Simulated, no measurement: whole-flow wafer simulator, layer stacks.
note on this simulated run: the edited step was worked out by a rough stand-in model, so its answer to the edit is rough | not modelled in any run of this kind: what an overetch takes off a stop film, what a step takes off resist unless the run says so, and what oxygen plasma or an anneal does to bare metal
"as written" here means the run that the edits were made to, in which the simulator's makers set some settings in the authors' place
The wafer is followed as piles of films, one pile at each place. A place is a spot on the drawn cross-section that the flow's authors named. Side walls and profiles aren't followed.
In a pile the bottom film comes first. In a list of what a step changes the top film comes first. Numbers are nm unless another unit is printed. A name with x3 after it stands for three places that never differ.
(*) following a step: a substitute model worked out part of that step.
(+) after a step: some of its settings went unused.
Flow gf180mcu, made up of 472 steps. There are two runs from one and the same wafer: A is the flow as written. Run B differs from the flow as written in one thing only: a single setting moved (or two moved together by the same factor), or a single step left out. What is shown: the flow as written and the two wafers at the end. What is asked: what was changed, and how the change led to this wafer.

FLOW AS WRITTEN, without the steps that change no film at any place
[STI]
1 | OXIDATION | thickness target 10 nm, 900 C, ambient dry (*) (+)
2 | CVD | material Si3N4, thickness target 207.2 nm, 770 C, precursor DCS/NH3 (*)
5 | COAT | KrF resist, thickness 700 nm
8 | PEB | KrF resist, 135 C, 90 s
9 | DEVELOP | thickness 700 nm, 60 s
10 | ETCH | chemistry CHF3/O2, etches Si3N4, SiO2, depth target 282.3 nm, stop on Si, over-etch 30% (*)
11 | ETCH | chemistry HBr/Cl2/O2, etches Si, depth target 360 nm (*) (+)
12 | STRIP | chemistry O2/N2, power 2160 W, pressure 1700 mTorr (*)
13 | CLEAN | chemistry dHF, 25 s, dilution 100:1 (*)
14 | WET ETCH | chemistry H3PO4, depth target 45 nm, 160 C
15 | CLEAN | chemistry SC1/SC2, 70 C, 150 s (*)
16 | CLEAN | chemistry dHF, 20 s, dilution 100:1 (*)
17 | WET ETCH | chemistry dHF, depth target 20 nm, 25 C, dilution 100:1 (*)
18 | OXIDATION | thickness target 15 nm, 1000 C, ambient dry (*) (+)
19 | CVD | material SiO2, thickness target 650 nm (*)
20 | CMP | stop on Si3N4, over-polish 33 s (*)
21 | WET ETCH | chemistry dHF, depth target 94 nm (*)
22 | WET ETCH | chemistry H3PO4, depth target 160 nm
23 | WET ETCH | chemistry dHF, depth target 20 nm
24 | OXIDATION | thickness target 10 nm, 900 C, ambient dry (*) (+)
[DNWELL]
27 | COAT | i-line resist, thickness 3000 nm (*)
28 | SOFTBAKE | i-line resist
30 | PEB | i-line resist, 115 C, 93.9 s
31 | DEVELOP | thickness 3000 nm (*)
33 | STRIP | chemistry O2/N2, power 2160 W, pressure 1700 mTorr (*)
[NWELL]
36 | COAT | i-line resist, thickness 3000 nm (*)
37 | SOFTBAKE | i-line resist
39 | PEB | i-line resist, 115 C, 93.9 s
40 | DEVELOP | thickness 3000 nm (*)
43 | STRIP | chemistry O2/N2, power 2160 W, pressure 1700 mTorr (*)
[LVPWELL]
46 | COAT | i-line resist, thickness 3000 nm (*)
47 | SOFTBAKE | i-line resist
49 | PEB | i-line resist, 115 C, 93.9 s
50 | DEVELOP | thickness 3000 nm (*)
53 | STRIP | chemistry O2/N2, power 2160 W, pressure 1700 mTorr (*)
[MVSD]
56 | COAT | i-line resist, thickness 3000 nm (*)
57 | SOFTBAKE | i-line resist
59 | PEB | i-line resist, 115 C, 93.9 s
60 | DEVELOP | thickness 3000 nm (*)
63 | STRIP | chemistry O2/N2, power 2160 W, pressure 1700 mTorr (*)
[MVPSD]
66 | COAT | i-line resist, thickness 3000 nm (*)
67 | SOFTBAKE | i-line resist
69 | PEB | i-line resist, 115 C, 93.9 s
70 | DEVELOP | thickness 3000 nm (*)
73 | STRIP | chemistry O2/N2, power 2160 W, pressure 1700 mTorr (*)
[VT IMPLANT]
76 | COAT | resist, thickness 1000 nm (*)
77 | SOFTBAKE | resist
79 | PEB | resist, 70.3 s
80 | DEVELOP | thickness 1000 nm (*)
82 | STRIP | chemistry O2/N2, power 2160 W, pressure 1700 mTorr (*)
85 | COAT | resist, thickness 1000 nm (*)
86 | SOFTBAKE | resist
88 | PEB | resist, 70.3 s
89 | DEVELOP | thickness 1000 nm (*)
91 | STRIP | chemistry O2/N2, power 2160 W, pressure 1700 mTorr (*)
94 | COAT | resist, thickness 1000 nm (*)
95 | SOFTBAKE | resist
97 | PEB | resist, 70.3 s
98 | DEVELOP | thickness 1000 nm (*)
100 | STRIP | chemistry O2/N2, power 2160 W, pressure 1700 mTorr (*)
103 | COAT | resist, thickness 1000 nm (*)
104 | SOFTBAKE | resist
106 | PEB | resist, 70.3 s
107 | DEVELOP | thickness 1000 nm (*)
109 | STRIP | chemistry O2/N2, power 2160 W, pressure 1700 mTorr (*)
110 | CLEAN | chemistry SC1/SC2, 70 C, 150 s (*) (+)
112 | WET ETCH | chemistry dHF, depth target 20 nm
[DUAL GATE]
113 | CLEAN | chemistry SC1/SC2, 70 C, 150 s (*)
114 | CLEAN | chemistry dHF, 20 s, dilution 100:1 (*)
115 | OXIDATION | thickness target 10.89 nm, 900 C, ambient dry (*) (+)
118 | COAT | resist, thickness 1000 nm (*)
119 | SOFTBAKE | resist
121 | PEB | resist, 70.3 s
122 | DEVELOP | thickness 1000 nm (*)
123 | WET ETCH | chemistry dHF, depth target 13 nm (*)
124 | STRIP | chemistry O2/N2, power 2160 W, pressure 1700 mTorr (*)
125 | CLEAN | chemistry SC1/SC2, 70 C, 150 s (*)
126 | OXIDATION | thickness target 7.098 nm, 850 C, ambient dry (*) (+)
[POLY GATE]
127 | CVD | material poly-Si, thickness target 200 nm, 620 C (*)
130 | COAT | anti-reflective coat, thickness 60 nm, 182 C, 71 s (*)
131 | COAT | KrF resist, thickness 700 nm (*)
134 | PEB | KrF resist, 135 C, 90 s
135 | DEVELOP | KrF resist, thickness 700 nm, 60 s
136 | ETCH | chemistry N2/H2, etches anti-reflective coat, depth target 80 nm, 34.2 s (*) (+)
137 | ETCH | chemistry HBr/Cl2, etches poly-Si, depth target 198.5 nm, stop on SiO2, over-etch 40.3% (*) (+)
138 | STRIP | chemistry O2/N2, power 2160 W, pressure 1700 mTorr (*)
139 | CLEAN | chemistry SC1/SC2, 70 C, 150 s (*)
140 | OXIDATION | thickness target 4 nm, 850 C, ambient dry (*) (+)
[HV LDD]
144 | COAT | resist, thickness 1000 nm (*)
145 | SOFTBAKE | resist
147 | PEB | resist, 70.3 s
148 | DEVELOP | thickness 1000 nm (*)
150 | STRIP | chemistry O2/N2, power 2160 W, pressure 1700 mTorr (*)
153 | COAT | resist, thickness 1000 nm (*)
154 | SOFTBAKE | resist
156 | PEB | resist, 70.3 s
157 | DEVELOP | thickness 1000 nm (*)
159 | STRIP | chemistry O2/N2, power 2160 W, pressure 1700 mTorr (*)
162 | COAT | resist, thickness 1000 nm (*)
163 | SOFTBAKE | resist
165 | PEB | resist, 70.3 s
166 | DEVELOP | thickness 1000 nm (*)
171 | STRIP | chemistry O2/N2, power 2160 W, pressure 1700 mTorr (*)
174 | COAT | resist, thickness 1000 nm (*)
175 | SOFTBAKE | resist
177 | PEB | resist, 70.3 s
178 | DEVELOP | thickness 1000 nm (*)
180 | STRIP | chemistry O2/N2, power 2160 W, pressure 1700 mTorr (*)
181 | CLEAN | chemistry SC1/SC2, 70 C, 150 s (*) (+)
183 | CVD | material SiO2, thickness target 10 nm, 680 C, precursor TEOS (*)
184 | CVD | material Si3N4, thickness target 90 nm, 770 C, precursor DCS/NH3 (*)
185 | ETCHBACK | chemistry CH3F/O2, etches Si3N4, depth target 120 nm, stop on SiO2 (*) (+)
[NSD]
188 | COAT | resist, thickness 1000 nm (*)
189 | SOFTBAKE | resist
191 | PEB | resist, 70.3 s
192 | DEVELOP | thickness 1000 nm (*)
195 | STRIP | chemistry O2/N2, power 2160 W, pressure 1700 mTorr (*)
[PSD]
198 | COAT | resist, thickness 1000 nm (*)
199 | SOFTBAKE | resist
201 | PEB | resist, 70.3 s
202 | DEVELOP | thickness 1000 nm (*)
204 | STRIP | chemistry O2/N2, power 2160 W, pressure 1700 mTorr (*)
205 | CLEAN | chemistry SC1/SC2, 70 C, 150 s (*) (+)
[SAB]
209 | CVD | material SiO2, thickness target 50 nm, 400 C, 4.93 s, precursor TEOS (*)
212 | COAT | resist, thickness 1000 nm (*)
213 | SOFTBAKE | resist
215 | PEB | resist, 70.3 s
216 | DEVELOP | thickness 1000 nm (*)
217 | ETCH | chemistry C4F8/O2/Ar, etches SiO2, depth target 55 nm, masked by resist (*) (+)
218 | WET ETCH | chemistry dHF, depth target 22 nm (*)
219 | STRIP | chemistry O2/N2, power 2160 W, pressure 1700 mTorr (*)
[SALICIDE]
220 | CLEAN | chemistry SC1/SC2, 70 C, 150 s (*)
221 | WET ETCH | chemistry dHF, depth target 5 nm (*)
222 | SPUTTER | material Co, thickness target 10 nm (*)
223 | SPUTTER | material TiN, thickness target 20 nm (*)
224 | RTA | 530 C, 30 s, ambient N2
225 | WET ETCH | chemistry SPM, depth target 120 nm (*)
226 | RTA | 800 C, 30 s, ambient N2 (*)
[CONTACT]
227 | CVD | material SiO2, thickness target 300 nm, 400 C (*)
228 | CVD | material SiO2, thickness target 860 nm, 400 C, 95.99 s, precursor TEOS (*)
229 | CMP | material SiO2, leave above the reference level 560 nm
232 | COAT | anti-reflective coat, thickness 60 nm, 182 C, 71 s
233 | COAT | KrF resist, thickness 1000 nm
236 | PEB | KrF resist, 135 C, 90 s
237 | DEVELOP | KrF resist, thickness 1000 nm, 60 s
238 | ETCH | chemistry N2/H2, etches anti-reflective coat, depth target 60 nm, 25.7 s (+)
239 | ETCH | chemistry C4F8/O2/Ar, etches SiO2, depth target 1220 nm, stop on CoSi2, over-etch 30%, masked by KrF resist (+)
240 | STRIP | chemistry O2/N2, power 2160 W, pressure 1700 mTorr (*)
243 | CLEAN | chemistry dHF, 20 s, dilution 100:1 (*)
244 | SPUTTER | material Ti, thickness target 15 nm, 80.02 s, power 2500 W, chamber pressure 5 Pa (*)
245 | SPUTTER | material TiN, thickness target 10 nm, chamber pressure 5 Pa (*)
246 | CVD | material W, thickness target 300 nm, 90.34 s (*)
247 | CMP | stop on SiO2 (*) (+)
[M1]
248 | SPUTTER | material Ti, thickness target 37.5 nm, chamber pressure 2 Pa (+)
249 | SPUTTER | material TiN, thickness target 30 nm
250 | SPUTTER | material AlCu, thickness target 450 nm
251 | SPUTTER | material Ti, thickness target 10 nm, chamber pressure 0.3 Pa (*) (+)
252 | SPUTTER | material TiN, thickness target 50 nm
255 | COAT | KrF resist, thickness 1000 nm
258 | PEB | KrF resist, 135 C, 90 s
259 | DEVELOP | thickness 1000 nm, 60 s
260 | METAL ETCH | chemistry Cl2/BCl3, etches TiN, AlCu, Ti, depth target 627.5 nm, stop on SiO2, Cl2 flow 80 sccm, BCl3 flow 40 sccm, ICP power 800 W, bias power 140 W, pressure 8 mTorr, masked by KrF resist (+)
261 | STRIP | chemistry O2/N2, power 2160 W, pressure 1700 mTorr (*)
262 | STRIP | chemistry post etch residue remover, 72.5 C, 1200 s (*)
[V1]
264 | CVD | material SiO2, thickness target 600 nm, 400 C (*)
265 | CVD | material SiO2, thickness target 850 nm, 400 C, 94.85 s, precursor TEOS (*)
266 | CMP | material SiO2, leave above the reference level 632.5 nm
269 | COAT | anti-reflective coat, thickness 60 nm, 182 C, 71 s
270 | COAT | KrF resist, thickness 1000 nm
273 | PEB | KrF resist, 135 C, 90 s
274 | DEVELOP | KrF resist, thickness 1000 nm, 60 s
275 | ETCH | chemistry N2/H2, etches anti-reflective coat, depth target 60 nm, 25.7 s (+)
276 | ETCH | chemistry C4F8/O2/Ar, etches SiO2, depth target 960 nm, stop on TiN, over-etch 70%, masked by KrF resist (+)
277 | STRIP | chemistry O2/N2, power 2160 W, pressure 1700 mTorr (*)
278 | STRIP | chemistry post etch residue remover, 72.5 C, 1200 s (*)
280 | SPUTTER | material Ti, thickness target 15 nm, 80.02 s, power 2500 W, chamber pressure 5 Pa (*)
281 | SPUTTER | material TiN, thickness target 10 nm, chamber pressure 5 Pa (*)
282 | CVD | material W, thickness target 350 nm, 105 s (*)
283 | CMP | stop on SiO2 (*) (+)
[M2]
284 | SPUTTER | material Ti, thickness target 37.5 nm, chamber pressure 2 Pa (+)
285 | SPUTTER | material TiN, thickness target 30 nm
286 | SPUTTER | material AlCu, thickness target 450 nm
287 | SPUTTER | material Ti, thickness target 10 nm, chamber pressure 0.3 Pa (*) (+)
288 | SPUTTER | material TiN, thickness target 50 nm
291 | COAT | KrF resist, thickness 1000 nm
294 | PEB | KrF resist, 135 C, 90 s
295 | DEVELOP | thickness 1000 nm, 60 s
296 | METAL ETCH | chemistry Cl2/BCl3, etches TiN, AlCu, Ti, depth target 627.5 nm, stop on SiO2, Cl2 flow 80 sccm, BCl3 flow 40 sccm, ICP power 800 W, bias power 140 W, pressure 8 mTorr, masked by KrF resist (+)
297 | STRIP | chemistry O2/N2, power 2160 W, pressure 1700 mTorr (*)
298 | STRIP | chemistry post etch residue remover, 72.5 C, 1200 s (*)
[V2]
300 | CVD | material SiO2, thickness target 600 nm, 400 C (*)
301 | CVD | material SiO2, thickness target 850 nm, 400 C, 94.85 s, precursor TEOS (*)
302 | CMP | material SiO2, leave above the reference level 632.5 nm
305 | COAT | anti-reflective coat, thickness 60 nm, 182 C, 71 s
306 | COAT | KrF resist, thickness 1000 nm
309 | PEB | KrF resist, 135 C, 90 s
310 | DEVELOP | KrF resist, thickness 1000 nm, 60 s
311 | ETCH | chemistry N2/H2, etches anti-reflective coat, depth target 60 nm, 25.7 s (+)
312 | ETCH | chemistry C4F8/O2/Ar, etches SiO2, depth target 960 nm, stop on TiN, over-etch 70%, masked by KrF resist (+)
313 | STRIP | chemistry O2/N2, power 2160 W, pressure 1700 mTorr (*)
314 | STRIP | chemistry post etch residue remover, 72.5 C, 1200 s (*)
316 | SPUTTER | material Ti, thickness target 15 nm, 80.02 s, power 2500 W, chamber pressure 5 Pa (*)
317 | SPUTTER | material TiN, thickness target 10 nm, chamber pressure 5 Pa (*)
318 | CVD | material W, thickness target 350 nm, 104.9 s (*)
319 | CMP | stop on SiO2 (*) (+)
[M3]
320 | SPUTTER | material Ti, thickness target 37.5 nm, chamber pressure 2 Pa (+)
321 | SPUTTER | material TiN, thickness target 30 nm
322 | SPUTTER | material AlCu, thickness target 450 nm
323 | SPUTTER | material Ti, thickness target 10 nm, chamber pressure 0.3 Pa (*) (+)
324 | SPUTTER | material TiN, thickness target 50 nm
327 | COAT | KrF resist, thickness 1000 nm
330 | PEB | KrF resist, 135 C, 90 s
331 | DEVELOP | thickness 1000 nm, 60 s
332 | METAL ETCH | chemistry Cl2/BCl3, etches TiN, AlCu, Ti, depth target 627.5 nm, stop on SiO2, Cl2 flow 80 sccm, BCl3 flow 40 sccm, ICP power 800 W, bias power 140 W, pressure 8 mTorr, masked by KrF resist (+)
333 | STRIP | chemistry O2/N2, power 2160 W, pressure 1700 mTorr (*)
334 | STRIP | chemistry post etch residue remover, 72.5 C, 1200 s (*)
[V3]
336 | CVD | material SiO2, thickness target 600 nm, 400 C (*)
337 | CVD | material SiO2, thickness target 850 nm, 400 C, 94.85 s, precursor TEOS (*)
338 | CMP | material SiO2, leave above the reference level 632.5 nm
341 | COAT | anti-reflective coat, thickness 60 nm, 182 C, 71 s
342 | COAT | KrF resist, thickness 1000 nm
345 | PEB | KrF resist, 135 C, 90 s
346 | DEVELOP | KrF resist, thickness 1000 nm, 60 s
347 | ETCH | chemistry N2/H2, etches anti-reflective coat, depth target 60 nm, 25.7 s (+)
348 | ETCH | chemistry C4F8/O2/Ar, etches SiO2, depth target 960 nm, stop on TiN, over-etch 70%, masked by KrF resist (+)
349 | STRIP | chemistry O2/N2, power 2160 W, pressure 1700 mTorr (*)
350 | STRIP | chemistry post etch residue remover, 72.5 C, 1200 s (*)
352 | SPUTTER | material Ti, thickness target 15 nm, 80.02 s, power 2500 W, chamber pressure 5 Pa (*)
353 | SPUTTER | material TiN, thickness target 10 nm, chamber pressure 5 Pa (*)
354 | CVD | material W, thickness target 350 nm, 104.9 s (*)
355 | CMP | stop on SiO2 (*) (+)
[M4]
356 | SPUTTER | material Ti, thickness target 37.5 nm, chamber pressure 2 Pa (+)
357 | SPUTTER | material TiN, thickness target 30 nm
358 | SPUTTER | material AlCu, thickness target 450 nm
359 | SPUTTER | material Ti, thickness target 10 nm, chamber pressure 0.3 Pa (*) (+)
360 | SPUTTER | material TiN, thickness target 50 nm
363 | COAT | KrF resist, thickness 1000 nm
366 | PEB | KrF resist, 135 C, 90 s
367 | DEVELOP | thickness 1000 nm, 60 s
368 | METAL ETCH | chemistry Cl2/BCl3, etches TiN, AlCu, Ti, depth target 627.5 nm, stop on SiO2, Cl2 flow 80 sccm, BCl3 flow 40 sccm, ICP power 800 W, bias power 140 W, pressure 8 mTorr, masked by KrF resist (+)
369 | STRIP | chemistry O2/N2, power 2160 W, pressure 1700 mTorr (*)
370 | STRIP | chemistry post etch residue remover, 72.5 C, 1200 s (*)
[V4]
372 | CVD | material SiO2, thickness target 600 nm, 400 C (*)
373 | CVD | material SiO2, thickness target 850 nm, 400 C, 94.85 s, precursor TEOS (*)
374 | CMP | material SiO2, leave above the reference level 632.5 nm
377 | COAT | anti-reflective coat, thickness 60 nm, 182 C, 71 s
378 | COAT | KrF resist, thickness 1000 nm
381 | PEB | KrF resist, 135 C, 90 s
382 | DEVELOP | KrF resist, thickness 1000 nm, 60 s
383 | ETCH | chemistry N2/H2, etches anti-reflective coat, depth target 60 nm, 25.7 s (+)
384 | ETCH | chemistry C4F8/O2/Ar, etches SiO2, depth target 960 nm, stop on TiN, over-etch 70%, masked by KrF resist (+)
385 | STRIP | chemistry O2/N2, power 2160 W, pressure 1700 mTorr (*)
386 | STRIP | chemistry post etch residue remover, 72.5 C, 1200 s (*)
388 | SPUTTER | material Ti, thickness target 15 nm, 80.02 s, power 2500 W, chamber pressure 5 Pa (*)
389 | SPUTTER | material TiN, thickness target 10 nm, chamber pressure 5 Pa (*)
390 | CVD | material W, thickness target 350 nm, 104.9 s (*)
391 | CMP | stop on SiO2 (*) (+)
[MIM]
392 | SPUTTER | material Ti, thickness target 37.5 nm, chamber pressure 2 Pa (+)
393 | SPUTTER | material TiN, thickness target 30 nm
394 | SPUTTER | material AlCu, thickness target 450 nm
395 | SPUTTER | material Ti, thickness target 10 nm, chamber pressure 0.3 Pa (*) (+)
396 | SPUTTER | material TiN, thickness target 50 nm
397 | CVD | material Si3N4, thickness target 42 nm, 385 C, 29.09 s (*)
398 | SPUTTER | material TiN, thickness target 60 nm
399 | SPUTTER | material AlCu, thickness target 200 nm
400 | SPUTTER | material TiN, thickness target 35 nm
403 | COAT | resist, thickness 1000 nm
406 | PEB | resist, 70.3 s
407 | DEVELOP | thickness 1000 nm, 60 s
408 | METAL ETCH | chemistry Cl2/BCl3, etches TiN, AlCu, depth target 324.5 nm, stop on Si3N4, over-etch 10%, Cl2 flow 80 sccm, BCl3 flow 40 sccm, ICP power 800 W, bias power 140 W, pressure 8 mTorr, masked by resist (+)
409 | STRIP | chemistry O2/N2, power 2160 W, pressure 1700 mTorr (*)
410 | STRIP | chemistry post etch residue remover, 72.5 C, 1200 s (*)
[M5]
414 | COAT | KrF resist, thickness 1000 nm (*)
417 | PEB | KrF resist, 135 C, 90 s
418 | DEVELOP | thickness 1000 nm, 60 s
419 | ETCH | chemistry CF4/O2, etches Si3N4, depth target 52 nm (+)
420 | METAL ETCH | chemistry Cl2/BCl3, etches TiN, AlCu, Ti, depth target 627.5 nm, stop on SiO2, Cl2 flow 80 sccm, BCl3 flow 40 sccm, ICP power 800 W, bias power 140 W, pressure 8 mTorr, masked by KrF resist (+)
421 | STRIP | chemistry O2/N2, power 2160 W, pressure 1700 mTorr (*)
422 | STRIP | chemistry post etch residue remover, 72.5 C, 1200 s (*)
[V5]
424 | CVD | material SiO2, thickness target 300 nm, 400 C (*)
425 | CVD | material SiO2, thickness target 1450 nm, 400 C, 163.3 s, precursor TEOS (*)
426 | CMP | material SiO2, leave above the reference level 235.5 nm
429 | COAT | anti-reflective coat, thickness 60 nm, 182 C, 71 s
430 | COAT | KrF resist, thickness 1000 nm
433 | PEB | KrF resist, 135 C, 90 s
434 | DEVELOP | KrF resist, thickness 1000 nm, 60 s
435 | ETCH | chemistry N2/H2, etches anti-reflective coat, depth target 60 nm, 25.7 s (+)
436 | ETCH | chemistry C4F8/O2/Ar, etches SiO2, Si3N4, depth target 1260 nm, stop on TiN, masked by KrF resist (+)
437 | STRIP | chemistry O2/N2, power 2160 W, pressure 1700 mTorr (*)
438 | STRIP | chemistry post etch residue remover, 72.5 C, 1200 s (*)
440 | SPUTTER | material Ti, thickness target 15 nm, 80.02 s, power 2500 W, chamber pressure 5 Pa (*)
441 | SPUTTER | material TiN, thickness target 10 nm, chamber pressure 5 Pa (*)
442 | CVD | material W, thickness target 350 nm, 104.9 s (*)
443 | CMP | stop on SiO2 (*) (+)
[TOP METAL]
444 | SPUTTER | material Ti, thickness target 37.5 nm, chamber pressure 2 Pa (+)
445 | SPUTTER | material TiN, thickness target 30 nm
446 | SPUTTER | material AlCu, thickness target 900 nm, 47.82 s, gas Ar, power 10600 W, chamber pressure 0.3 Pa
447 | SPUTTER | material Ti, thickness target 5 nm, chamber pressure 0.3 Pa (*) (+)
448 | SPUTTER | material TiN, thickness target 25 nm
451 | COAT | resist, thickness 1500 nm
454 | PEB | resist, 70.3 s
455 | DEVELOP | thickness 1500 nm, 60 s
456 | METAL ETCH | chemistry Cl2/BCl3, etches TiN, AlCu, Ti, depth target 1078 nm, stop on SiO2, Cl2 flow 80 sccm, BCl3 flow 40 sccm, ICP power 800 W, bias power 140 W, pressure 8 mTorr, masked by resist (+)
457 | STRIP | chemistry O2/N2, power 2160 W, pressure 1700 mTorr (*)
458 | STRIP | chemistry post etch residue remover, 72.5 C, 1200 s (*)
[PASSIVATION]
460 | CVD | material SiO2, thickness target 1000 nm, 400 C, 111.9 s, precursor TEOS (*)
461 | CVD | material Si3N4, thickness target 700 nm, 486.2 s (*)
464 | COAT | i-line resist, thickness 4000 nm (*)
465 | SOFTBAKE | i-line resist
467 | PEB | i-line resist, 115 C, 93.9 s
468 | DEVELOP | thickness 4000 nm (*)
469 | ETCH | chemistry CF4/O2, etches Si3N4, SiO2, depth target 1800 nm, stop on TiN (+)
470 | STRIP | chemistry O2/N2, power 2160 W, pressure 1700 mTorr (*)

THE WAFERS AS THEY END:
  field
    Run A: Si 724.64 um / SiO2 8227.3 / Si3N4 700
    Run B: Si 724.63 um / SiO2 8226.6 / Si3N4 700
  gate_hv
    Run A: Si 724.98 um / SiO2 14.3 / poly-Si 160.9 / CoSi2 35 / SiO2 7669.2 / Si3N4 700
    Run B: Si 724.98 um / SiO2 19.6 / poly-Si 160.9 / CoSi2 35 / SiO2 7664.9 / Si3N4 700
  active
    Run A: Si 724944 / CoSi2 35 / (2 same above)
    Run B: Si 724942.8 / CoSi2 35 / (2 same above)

Cause: step 115, OXIDATION: thickness target 16.77 nm was run, while the flow as written has thickness target 10.89 nm.

The path from the change to this, step by step:
  115 | OXIDATION | thickness target 10.89 nm, 900 C, ambient dry (*) (+)
      active, n_well, p_well and 40 more: A +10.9 SiO2 (new film), -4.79 Si | B +16.8 SiO2 (new film), -7.38 Si
      sti, mim_1p0, pad and 19 more: A +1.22 SiO2, -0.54 Si | B +2.41 SiO2, -1.06 Si
      (and at 27 other places as well)
  123 | WET ETCH | chemistry dHF, depth target 13 nm (*)
      active, n_well, p_well and 12 more: A -10.9 SiO2 (all of it) | B -13 SiO2
  124 | STRIP | chemistry O2/N2, power 2160 W, pressure 1700 mTorr (*)
      active, n_well, p_well and 12 more: A +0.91 chemical SiO2 (new film), -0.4 Si | B nothing
  126 | OXIDATION | thickness target 7.098 nm, 850 C, ambient dry (*) (+)
      active, n_well, p_well and 12 more: A +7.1 SiO2 (new film), -0.76 chemical SiO2 (all of it), -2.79 Si | B +4.65 SiO2, -2.05 Si
      gate_hv, active_hv, active_nat and 25 more: A +3.72 SiO2, -1.64 Si | B +3.2 SiO2, -1.41 Si
  130 | COAT | anti-reflective coat, thickness 60 nm, 182 C, 71 s (*)
      p_well, spacer, sd_n: A +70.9 anti-reflective coat (new film) | B +72.4 anti-reflective coat (new film)
      ld_fp_p, ld_drift_p: A +47.8 anti-reflective coat (new film) | B +49.1 anti-reflective coat (new film)
      (and at 11 other places as well)
  136 | ETCH | chemistry N2/H2, etches anti-reflective coat, depth target 80 nm, 34.2 s (*) (+)
      p_well, spacer, sd_n: A -70.9 anti-reflective coat (all of it), -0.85 poly-Si | B -72.4 anti-reflective coat (all of it), -0.81 poly-Si
      ldn_dft, ldp_dft: A -48.7 anti-reflective coat (all of it), -1.42 poly-Si | B -49.8 anti-reflective coat (all of it), -1.39 poly-Si
      (and at 6 other places as well)
  138 | STRIP | chemistry O2/N2, power 2160 W, pressure 1700 mTorr (*)
      ld_fp_n: A +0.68 chemical SiO2 (new film), -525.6 KrF resist (all of it), -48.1 anti-reflective coat (all of it), -0.3 poly-Si | B +0.68 chemical SiO2 (new film), -525.6 KrF resist (all of it), -49.1 anti-reflective coat (all of it), -0.3 poly-Si
      ld_fp_p: A +0.68 chemical SiO2 (new film), -526.2 KrF resist (all of it), -47.8 anti-reflective coat (all of it), -0.3 poly-Si | B +0.68 chemical SiO2 (new film), -525.9 KrF resist (all of it), -49.1 anti-reflective coat (all of it), -0.3 poly-Si
      (and at 3 other places as well)
  189 | SOFTBAKE | resist
      field__w9: A +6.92 resist | B -3.07 resist
      active_nat: A +5.49 resist | B +9.34 resist
  199 | SOFTBAKE | resist
      field__w9: A +6.92 resist | B -3.07 resist
      active_nat: A +5.49 resist | B +9.34 resist
  218 | WET ETCH | chemistry dHF, depth target 22 nm (*)
      active, p_well, sd_n, iso_ptap_pw, iso_ntap_nw, iso_ptap_sub, vpnp_e: A -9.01 SiO2 (all of it) | B -9.98 SiO2 (all of it)
      ldn_tap, ldn_src, ldn_drn, ldp_tap, ldp_src, ldp_drn, ldp_gr: A -16 SiO2 (all of it) | B -21.2 SiO2 (all of it)
      (and at 9 other places as well)
